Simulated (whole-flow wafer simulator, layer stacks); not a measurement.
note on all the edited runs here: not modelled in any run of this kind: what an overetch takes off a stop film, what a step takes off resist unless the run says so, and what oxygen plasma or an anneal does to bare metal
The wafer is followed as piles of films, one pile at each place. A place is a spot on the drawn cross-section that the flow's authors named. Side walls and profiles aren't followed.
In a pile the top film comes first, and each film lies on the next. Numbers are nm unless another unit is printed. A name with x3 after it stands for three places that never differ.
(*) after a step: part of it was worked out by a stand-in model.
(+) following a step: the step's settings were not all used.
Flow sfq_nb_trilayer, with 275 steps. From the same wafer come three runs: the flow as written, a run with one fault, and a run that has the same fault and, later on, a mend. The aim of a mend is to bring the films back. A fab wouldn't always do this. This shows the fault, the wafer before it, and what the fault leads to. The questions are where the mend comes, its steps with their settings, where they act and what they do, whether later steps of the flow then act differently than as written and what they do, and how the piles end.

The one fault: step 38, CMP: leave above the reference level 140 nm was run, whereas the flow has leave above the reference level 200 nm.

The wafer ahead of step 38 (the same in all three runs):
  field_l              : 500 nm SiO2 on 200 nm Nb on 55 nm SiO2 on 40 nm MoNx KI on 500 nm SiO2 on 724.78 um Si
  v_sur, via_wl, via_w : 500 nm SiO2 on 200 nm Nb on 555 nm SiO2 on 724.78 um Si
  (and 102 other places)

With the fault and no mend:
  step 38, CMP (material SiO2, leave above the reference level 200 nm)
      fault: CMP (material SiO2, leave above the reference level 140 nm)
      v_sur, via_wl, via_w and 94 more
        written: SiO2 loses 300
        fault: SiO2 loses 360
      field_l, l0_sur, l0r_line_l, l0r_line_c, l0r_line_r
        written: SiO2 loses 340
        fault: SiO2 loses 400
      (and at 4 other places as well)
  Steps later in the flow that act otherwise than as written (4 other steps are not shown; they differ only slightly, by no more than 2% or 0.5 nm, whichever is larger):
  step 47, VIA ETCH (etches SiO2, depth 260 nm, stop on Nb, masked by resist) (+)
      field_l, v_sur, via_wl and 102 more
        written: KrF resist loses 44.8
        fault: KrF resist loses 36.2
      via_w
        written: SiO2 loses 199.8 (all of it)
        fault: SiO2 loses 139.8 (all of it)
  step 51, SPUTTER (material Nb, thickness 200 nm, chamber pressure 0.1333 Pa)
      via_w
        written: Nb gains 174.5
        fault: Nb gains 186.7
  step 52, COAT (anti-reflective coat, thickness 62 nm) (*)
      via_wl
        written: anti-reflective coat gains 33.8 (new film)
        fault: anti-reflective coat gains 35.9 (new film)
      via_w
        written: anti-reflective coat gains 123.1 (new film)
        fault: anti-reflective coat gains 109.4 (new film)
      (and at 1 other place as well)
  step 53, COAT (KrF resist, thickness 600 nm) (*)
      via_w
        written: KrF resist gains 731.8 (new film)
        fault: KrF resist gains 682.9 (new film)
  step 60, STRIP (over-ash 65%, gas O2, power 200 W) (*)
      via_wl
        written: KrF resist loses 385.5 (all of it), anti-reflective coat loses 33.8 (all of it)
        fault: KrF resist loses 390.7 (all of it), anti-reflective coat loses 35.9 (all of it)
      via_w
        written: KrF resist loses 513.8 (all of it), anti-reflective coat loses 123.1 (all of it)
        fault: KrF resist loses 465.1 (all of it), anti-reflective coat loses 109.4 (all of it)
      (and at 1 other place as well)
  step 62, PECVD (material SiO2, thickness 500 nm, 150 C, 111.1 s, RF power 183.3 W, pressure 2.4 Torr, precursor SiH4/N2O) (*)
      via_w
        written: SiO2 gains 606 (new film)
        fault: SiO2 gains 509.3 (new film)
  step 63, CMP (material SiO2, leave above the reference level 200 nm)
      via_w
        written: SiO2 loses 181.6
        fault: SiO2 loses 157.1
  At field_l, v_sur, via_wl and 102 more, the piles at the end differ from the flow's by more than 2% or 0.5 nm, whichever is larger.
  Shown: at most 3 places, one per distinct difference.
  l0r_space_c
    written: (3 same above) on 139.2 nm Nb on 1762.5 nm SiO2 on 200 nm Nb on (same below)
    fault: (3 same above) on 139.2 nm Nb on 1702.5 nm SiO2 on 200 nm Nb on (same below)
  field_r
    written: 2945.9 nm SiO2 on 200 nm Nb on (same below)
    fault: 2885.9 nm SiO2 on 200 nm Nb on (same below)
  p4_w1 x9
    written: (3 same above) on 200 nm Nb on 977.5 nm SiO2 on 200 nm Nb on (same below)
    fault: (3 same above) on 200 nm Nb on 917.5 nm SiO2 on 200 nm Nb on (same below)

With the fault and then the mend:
  The mend follows step 39.
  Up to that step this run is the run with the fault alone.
  step 39a, PECVD (material SiO2, thickness 60 nm, 150 C, 13.33 s, RF power 183.3 W, pressure 2.4 Torr, precursor SiH4/N2O) (a further turn of the flow's step 37, with different settings)
      field_l, v_sur, via_wl and 103 more
        SiO2 gains 60
  Later steps of the flow that are run all act as written at every place that is followed, up to a difference of at most 2% or 0.5 nm, whichever is larger.
  When the end is reached, the piles differ only a little from the flow's at the places that both follow, at most by 2% or 0.5 nm, whichever is larger.
